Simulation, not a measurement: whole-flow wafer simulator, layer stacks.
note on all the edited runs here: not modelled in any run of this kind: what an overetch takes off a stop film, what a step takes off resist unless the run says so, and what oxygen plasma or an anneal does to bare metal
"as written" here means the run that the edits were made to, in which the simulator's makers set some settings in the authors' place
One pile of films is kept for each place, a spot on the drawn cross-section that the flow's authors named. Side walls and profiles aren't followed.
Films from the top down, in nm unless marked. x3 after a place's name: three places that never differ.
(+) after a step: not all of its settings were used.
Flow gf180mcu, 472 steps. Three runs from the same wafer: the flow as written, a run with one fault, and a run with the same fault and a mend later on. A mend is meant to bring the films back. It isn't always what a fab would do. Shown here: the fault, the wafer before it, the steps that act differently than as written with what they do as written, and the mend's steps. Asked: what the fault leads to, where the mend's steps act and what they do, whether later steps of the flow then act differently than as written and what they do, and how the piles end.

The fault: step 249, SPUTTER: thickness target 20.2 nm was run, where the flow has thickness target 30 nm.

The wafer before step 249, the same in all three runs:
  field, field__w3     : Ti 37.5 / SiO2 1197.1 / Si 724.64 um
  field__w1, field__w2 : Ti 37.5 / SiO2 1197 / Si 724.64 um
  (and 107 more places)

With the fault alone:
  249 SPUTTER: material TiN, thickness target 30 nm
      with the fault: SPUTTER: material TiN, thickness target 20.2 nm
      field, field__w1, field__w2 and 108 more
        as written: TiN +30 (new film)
        with the fault: TiN +20.2 (new film)
  Later steps of the flow that act differently than as written:
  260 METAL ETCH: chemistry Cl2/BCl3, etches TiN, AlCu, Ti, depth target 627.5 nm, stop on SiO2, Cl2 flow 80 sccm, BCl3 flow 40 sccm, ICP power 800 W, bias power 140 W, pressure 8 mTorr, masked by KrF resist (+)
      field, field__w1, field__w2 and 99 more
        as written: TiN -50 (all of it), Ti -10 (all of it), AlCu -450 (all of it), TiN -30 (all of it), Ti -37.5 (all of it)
        with the fault: TiN -50 (all of it), Ti -10 (all of it), AlCu -450 (all of it), TiN -20.2 (all of it), Ti -37.5 (all of it)
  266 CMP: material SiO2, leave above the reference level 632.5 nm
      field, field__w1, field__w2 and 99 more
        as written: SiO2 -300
        with the fault: SiO2 -309.8
  At the end the piles differ from the flow's by more than 2% or 0.5 nm, whichever is larger, at field__w8, contact, m1 and 6 more.
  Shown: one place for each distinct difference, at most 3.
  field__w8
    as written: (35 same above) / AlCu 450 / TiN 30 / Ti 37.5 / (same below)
    with the fault: (35 same above) / AlCu 450 / TiN 20.2 / Ti 37.5 / (same below)
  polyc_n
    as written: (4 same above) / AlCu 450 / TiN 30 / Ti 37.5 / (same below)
    with the fault: (4 same above) / AlCu 450 / TiN 20.2 / Ti 37.5 / (same below)
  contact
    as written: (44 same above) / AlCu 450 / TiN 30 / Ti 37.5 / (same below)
    with the fault: (44 same above) / AlCu 450 / TiN 20.2 / Ti 37.5 / (same below)

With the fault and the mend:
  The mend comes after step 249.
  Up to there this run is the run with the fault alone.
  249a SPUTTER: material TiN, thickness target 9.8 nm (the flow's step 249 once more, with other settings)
      field, field__w1, field__w2 and 108 more
        TiN +9.8
  No later step of the flow acts differently than as written at any place that is followed.
  At the end the piles are the same as the flow's at every place that both follow.
